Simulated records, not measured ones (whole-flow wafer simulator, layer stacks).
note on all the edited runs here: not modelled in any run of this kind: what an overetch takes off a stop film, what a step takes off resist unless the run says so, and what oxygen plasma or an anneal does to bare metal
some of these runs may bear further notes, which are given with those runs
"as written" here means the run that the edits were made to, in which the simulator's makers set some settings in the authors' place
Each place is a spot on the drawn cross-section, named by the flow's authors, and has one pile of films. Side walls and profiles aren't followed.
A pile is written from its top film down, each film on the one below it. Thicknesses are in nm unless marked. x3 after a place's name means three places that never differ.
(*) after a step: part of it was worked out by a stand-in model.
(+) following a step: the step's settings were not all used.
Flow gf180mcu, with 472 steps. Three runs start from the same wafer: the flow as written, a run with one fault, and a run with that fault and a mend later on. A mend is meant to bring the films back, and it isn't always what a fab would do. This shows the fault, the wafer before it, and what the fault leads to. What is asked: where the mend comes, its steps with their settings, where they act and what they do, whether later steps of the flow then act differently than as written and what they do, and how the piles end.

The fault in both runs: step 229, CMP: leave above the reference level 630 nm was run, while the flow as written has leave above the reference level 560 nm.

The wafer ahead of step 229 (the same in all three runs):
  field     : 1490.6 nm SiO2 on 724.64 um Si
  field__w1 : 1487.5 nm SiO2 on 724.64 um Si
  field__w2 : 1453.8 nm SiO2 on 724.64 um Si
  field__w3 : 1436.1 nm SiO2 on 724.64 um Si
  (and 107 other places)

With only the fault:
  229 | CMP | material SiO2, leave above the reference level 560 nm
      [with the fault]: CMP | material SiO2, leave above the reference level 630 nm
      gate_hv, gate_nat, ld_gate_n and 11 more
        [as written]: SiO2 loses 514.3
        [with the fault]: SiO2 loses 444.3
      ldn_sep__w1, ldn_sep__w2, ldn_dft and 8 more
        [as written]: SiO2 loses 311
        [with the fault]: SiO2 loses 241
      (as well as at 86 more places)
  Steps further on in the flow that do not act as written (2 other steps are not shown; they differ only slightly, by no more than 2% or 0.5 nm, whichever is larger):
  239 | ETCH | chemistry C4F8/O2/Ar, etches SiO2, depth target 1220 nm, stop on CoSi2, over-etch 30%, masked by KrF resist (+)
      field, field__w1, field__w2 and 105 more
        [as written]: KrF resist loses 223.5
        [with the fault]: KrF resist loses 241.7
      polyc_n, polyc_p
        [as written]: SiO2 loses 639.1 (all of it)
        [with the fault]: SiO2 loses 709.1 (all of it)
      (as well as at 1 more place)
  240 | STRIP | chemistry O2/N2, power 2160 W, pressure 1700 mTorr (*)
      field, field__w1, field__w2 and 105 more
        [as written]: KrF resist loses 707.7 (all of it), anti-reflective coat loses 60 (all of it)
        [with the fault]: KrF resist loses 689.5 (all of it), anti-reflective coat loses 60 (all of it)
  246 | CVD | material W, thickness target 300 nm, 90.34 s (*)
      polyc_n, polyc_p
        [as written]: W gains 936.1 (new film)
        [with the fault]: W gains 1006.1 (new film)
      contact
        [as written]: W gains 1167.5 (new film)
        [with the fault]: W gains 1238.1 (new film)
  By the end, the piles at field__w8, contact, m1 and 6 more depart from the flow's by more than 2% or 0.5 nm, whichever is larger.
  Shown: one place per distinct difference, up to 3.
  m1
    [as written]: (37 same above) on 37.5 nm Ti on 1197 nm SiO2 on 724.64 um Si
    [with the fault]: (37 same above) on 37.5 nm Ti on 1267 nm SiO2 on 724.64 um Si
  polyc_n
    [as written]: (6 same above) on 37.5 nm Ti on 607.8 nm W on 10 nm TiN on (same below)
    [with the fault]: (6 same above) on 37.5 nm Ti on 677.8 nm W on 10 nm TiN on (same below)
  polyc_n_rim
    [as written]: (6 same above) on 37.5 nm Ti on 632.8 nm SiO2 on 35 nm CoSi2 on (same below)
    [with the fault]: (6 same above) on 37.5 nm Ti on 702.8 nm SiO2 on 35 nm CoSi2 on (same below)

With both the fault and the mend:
  After step 237 comes the mend.
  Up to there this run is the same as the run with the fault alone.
  237a | STRIP | chemistry O2/N2, power 2160 W, pressure 1700 mTorr (*)
      field, field__w1, field__w2 and 105 more
        KrF resist loses 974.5 (all of it), anti-reflective coat loses 60 (all of it)
      contact, polyc_n, polyc_p
        anti-reflective coat loses 60 (all of it)
  237b | CMP | material SiO2, leave above the reference level 560 nm (the flow's step 229, run once more)
      field, field__w1, field__w2 and 108 more
        SiO2 loses 70
  237c | HMDS | 120 C, 60 s (the flow's step 231, run once more)
      leaves every film unchanged at each place that is followed
  237d | COAT | anti-reflective coat, thickness 60 nm, 182 C, 71 s (the flow's step 232, run once more)
      field, field__w1, field__w2 and 108 more
        anti-reflective coat gains 60 (new film)
  237e | COAT | KrF resist, thickness 1000 nm (the flow's step 233, run once more)
      field, field__w1, field__w2 and 108 more
        KrF resist gains 1000 (new film)
  237f | SOFTBAKE | KrF resist (the flow's step 234, run once more)
      leaves every film unchanged at each place that is followed
  237g | EXPOSE | photomask Contact (the flow's step 235, run once more)
      leaves every film unchanged at each place that is followed
  237h | PEB | KrF resist, 135 C, 90 s (the flow's step 236, run once more)
      field, field__w1, field__w2 and 108 more
        KrF resist loses 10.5
  237i | DEVELOP | KrF resist, thickness 1000 nm, 60 s (the flow's step 237, run once more)
      field, field__w1, field__w2 and 105 more
        KrF resist loses 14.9
      contact, polyc_n, polyc_p
        KrF resist loses 989.5 (all of it)
  None of the later steps of the flow acts differently than as written at any place that is followed.
  By the end, the piles equal the flow's at every place that both follow.
